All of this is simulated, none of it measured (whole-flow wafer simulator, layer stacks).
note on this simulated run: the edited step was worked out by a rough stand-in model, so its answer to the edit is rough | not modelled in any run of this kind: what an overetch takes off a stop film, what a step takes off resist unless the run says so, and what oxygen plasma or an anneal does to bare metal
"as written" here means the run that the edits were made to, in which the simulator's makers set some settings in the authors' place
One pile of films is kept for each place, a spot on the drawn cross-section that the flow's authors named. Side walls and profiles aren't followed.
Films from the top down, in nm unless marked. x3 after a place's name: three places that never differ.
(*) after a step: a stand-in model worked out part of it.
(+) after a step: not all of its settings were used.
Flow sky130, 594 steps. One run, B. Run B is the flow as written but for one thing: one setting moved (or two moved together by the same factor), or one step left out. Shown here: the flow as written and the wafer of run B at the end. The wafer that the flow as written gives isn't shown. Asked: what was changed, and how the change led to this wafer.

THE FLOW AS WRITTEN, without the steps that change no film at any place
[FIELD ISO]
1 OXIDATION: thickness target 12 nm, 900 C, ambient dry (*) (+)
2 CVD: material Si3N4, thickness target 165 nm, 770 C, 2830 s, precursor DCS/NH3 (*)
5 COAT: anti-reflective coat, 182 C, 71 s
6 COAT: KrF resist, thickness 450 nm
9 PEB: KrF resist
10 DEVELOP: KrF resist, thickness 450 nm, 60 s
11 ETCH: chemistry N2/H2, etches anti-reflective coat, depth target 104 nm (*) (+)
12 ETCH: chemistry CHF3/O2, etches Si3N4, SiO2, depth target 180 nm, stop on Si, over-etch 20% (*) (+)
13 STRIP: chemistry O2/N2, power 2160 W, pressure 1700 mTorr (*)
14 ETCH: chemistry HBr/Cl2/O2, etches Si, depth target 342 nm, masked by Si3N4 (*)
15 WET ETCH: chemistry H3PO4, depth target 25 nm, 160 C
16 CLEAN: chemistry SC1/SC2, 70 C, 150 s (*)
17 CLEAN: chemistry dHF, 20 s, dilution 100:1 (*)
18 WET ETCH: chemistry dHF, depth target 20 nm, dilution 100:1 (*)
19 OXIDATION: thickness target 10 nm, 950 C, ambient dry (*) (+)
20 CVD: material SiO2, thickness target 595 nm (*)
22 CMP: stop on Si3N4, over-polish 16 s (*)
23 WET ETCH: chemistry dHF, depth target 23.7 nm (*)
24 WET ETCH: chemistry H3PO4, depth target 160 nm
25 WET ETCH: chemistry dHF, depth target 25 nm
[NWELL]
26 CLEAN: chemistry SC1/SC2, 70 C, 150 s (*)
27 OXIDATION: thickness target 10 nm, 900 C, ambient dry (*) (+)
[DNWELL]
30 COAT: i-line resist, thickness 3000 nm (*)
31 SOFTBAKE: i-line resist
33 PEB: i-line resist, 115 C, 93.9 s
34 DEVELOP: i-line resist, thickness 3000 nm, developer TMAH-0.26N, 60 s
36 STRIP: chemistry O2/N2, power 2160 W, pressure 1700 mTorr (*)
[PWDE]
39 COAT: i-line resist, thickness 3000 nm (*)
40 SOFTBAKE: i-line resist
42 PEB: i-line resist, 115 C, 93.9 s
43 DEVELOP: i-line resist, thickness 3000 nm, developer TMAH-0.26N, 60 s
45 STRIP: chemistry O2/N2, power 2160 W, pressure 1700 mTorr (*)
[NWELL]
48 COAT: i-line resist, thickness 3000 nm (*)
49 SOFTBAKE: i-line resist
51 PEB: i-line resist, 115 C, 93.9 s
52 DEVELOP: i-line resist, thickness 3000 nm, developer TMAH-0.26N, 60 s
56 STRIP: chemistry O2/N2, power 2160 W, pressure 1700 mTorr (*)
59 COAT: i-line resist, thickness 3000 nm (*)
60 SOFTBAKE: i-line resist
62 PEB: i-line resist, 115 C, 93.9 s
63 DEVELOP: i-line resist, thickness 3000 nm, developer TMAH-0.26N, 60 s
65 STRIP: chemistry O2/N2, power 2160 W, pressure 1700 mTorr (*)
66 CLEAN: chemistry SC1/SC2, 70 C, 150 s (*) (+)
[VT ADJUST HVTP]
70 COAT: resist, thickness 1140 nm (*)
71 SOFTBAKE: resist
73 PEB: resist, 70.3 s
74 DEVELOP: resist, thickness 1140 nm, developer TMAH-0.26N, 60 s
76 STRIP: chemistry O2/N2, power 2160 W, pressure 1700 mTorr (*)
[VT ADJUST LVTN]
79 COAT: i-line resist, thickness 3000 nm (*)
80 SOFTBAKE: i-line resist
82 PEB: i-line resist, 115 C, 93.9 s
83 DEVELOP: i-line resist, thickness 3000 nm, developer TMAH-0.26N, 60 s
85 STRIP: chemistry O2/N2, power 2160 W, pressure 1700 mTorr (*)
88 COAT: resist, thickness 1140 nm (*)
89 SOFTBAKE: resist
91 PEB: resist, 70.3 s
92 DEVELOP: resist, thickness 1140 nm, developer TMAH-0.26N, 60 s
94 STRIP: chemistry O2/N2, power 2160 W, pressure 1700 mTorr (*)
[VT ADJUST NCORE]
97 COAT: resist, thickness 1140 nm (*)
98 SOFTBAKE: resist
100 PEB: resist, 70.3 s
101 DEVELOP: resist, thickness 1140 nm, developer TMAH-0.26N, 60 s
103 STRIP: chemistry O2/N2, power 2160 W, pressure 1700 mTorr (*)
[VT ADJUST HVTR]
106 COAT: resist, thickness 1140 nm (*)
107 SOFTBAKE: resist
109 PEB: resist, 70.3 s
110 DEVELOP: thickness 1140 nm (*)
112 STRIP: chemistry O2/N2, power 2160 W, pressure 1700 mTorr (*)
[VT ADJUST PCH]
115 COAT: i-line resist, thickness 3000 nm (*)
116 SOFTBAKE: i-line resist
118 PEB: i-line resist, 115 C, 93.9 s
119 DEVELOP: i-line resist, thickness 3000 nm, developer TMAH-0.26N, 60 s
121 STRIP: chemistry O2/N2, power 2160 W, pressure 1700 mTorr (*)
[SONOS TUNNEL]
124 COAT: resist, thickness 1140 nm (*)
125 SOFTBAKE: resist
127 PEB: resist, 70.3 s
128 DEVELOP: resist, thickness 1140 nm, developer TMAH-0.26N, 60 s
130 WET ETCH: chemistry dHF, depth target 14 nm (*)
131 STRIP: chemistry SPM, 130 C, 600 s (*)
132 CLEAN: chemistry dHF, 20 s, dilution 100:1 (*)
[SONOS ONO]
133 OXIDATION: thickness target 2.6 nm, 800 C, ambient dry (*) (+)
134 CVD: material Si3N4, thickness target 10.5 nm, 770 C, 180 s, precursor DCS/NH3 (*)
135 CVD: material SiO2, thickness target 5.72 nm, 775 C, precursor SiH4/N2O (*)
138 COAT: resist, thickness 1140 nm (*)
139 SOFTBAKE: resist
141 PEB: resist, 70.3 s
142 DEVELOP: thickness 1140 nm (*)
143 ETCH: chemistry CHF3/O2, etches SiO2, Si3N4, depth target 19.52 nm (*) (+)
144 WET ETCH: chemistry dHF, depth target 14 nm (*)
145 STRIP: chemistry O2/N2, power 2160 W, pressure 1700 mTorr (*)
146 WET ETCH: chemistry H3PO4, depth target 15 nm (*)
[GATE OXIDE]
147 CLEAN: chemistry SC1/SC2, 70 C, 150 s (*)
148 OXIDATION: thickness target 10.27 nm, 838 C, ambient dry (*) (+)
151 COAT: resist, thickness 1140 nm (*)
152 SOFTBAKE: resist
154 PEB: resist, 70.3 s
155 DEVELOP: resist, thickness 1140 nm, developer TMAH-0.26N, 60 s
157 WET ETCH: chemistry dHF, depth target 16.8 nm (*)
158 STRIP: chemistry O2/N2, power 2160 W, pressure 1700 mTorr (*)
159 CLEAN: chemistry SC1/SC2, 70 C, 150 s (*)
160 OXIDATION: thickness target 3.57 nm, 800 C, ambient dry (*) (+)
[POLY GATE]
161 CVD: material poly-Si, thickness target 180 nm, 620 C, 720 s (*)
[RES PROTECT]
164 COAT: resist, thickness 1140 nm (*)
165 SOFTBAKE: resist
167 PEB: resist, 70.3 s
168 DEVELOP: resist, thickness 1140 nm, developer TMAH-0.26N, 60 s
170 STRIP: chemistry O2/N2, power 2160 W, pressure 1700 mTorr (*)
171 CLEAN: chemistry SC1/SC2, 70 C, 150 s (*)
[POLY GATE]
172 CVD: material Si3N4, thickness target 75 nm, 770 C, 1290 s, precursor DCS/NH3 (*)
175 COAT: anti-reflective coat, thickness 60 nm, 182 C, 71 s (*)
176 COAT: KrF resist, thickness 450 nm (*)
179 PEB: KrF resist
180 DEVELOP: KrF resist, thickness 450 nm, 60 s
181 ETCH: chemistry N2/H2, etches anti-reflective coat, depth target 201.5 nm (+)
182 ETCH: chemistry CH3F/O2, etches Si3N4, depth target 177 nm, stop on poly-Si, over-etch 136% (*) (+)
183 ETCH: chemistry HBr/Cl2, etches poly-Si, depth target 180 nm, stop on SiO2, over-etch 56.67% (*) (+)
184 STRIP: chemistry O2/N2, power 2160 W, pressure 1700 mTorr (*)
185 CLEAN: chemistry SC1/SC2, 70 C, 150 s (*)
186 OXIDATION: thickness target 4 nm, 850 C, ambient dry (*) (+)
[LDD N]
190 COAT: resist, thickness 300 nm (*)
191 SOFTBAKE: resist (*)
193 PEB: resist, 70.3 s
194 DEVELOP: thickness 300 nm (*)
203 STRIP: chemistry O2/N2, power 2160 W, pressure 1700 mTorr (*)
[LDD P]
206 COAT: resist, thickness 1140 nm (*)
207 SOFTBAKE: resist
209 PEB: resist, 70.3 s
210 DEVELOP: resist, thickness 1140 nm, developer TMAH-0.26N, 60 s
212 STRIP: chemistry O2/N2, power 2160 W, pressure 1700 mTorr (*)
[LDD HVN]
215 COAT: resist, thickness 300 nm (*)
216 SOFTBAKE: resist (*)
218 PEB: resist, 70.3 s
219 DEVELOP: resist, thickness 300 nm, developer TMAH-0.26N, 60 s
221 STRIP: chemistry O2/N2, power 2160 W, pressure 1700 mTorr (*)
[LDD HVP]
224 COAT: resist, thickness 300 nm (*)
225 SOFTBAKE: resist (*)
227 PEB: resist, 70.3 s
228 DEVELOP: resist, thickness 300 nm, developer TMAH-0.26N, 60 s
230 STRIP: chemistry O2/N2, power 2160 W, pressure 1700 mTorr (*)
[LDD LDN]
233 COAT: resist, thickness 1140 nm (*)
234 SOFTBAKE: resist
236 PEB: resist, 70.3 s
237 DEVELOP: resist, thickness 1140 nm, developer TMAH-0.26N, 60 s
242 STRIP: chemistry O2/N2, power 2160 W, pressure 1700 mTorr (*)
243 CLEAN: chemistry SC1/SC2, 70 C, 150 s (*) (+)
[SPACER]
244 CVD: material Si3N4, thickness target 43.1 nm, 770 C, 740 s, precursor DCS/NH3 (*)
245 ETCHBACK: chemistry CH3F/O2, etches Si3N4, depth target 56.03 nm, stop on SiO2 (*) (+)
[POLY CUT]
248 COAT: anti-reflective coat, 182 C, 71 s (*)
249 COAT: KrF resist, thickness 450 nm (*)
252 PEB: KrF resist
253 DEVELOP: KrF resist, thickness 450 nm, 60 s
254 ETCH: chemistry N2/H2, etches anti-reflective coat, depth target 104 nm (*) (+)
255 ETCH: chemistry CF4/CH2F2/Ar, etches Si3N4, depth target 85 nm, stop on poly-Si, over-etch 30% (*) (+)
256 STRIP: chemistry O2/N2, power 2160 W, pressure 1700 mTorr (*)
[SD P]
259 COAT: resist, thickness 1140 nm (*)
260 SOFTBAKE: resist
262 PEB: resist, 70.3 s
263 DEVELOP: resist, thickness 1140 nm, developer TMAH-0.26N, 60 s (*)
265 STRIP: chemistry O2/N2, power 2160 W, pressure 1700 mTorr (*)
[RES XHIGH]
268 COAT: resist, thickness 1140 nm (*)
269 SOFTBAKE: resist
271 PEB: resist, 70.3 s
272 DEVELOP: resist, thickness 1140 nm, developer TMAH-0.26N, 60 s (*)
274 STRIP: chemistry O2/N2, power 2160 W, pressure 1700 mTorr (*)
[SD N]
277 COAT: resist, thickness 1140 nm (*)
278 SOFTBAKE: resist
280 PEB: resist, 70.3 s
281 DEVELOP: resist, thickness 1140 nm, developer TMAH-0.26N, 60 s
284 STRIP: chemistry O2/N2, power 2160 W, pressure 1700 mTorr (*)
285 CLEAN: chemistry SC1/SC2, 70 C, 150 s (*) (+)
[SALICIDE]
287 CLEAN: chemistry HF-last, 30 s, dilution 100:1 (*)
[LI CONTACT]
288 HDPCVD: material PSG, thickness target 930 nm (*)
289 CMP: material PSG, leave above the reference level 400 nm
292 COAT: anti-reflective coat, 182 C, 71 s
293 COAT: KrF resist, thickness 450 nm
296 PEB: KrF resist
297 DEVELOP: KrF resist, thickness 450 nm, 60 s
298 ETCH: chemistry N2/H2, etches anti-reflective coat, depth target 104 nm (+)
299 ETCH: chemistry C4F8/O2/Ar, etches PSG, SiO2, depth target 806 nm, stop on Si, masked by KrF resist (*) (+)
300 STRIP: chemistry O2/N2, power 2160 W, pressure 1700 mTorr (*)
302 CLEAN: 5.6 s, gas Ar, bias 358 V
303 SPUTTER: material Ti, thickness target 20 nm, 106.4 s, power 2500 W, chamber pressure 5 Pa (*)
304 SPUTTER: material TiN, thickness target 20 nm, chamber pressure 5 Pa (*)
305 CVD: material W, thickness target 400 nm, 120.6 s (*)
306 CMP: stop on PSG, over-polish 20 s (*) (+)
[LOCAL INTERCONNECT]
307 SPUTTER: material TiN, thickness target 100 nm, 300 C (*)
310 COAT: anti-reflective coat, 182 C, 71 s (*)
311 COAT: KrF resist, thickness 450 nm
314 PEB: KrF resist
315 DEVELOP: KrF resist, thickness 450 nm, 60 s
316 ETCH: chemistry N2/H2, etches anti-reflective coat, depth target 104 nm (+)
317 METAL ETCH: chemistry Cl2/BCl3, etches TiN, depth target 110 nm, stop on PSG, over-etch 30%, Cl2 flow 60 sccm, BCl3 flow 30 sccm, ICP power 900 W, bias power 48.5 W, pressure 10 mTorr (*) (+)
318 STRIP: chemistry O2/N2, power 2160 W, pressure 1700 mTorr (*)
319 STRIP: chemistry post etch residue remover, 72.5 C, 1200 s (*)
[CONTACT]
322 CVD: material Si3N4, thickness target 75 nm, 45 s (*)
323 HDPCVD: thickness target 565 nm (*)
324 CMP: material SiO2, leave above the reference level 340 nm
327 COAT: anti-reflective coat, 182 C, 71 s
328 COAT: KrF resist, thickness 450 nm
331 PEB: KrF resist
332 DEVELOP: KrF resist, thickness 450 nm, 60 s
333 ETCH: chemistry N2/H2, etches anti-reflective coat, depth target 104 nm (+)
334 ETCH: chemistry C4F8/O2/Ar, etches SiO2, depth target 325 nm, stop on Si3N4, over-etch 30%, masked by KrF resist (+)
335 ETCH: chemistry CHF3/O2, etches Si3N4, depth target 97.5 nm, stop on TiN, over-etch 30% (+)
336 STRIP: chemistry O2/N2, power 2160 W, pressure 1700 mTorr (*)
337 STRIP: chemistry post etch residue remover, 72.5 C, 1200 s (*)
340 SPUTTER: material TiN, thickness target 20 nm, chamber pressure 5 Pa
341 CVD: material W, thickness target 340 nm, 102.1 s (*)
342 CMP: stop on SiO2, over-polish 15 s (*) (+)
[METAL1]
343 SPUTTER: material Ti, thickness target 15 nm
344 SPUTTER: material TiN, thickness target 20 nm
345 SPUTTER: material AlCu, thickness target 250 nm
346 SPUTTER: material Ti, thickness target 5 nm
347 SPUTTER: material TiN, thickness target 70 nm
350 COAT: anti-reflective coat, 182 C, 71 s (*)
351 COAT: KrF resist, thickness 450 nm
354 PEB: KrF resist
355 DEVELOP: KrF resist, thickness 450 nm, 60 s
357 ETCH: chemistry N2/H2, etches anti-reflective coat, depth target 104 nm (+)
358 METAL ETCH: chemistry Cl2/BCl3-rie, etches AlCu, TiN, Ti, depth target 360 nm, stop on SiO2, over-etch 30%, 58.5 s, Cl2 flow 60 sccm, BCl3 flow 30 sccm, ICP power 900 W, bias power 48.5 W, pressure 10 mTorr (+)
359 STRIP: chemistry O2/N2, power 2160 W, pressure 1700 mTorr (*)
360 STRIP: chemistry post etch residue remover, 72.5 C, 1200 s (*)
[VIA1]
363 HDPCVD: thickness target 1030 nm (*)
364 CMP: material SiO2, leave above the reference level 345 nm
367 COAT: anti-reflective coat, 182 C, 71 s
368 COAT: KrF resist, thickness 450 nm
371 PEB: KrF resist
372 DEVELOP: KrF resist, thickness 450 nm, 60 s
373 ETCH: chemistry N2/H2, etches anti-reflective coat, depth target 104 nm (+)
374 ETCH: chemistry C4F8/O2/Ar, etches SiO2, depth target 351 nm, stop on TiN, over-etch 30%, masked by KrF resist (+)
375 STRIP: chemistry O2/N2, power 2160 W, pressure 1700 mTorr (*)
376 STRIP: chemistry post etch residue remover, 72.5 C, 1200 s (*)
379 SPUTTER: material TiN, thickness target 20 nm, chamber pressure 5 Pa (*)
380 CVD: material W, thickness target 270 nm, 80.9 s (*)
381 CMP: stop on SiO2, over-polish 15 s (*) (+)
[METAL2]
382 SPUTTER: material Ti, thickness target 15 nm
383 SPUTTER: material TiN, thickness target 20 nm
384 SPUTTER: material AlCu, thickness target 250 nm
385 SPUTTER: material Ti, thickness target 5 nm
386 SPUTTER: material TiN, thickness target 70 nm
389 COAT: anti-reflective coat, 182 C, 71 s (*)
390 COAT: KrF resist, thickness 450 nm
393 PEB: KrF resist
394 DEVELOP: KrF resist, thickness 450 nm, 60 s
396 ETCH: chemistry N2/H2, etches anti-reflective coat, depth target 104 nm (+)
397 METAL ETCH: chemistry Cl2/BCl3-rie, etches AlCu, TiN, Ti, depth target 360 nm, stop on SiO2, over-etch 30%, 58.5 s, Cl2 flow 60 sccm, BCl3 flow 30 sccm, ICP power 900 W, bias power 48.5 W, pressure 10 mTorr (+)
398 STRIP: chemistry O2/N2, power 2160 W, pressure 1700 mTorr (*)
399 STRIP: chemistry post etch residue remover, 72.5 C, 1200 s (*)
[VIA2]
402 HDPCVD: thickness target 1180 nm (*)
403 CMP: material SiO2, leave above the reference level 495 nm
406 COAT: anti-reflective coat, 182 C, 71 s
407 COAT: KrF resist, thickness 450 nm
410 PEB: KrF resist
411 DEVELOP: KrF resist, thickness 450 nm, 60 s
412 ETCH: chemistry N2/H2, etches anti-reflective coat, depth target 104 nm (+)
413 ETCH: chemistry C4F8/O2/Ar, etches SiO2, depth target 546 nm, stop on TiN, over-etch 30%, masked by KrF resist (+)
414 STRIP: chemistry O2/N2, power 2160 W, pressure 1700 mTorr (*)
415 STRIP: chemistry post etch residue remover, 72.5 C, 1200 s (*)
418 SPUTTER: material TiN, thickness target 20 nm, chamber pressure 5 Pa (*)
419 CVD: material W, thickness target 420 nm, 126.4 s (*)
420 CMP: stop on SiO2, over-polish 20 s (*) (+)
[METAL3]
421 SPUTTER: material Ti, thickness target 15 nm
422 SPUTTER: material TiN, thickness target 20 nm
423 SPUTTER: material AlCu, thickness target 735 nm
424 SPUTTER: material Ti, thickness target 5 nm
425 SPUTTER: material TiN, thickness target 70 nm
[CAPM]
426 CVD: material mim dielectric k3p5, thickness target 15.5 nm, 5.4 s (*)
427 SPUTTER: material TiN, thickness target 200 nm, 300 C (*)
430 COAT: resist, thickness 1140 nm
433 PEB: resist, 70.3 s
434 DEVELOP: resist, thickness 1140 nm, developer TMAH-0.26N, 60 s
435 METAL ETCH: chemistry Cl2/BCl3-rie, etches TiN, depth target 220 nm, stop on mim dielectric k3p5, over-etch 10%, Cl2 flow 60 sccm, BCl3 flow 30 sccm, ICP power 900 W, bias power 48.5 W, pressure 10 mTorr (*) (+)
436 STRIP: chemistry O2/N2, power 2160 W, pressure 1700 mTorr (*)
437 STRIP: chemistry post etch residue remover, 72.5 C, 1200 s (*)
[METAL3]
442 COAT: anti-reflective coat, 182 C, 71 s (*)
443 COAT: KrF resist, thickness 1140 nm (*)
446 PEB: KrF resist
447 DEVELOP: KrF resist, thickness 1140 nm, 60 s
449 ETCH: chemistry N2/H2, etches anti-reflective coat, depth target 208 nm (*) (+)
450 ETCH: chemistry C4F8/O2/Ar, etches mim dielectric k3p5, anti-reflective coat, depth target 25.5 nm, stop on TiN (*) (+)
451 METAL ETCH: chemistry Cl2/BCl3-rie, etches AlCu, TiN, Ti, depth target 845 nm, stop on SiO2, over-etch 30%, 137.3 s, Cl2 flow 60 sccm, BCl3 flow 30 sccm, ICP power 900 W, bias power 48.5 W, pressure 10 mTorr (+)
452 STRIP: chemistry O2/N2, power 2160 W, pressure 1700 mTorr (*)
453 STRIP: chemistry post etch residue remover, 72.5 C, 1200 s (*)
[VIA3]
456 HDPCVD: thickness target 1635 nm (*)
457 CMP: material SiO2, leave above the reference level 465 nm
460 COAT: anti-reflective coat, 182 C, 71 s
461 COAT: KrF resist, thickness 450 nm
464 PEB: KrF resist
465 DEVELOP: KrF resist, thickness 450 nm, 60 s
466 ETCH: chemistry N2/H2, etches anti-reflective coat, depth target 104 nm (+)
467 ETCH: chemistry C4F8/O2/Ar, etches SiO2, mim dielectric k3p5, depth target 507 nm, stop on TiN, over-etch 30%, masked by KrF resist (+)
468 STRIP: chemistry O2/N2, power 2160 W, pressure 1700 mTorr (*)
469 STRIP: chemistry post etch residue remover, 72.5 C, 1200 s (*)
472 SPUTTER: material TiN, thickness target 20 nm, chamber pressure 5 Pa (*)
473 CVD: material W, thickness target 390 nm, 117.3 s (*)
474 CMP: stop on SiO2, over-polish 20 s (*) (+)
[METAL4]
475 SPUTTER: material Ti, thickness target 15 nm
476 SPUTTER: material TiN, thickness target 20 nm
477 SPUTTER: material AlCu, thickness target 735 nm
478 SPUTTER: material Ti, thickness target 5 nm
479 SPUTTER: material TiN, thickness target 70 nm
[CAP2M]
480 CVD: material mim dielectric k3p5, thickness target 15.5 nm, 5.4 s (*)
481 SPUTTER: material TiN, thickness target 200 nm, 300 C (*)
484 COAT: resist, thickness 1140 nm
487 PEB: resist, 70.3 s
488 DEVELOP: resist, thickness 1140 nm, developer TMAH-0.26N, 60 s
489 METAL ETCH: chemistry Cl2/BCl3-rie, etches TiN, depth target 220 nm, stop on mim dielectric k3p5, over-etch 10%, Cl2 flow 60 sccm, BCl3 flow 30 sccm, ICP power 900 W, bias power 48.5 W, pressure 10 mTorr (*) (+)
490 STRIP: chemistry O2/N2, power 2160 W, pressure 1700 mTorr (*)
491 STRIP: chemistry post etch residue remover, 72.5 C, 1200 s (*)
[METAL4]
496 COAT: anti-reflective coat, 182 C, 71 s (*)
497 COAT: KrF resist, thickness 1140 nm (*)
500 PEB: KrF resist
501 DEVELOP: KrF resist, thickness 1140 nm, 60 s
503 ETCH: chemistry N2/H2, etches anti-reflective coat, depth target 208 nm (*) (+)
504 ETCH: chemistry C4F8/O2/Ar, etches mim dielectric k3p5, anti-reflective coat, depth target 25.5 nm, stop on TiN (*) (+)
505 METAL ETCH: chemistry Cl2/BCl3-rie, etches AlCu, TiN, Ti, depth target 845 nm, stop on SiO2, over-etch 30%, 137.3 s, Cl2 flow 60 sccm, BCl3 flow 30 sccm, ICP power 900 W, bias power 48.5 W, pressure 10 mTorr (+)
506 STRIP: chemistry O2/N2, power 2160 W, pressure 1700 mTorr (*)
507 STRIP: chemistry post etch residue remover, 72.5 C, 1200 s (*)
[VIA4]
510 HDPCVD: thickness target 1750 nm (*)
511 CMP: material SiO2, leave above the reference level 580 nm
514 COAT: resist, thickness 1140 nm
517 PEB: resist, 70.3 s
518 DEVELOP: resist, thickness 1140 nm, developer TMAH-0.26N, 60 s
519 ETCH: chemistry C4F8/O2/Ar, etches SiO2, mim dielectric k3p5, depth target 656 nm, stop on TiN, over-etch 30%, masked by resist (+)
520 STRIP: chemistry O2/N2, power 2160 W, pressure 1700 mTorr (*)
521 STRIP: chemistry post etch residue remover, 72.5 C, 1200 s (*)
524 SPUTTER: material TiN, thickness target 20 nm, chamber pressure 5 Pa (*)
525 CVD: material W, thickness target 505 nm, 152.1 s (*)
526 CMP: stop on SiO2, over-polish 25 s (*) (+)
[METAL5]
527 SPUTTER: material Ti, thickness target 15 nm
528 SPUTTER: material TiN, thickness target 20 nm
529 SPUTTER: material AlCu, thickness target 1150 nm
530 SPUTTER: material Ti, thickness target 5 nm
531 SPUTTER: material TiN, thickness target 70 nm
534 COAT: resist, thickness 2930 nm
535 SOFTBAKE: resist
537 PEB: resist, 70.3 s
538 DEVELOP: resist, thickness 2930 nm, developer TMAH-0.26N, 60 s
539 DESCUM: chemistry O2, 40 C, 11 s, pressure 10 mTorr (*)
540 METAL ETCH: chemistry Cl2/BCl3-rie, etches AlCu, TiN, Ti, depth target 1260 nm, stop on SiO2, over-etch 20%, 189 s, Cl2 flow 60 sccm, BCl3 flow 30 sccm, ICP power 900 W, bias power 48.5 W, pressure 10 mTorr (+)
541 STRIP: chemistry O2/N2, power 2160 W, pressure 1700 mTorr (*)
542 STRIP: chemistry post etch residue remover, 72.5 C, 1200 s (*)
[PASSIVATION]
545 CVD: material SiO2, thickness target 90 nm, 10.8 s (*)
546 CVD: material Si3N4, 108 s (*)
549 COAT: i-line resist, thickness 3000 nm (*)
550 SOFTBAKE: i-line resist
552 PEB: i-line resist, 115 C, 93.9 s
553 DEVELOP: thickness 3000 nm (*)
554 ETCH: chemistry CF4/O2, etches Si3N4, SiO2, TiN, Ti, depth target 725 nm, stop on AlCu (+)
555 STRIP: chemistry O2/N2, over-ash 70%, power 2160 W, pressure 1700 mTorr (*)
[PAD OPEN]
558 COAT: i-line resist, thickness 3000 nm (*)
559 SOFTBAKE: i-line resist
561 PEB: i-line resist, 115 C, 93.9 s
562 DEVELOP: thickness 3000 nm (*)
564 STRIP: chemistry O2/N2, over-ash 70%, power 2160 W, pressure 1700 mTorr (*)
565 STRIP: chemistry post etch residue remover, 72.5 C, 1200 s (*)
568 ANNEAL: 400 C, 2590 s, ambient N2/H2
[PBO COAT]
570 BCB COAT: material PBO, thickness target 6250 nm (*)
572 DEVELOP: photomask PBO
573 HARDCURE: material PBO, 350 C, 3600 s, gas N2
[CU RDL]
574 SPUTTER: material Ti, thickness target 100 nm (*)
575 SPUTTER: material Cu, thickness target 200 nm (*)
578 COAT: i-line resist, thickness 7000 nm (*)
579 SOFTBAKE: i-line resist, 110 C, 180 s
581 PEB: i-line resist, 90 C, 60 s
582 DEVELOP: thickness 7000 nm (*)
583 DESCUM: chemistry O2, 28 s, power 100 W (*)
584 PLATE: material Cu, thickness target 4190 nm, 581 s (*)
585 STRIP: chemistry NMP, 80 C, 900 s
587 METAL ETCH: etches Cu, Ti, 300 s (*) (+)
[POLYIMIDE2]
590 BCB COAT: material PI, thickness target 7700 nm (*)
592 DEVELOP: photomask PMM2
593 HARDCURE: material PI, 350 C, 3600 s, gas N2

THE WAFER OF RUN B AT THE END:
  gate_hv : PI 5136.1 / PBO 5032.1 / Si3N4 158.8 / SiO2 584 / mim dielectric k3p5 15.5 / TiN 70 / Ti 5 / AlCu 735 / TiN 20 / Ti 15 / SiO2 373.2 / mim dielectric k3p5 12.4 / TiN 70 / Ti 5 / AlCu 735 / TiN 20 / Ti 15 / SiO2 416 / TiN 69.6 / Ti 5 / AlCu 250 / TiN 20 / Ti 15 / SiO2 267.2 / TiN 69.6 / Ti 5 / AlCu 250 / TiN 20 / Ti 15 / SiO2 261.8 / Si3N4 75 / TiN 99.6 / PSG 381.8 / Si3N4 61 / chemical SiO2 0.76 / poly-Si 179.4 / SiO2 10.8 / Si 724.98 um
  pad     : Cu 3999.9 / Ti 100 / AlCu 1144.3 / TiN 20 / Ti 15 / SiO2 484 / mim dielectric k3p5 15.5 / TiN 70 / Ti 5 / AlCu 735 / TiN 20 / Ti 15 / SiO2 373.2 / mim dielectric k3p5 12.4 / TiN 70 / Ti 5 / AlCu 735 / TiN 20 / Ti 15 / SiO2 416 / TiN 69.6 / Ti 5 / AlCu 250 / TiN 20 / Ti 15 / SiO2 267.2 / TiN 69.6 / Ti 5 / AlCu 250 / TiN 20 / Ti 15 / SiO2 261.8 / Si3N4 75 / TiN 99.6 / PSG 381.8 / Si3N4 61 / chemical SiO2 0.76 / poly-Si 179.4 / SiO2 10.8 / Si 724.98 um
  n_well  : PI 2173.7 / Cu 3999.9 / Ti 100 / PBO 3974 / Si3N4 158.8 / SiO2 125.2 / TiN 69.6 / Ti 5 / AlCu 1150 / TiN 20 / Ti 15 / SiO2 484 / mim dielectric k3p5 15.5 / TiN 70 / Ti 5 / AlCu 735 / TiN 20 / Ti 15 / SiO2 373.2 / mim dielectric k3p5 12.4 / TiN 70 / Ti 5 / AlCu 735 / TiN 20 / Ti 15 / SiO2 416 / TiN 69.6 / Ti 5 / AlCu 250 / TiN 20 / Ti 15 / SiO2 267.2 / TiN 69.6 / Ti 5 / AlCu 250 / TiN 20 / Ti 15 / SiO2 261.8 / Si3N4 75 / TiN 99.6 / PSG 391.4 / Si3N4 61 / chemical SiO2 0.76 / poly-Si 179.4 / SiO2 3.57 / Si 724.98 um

The cause: step 426, CVD: thickness target 12.4 nm was run, where the flow has thickness target 15.5 nm; step 426, CVD: 4.32 s was run, where the flow has 5.4 s.
It can be read off the wafer: gate_hv has mim dielectric k3p5 12.4, and step 426 as written asks for 15.5 nm.

How the change led to this, step by step:
  426 CVD: material mim dielectric k3p5, thickness target 15.5 nm, 5.4 s (*)
      field, active, n_well and 188 more: mim dielectric k3p5 +12.4 (new film) (as written it would be: mim dielectric k3p5 +15.5 (new film))
  450 ETCH: chemistry C4F8/O2/Ar, etches mim dielectric k3p5, anti-reflective coat, depth target 25.5 nm, stop on TiN (*) (+)
      n_well, p_well, gate_hv and 104 more: KrF resist -12.4 (as written it would be: KrF resist -15.5)
      field, active, gate and 82 more: mim dielectric k3p5 -12.4 (all of it) (as written it would be: mim dielectric k3p5 -15.5 (all of it))
  467 ETCH: chemistry C4F8/O2/Ar, etches SiO2, mim dielectric k3p5, depth target 507 nm, stop on TiN, over-etch 30%, masked by KrF resist (+)
      m1: SiO2 -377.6 (all of it), mim dielectric k3p5 -12.4 (all of it) (as written it would be: SiO2 -374.5 (all of it), mim dielectric k3p5 -15.5 (all of it))
      via3_hole: SiO2 -377 (all of it), mim dielectric k3p5 -12.4 (all of it) (as written it would be: SiO2 -373.9 (all of it), mim dielectric k3p5 -15.5 (all of it))
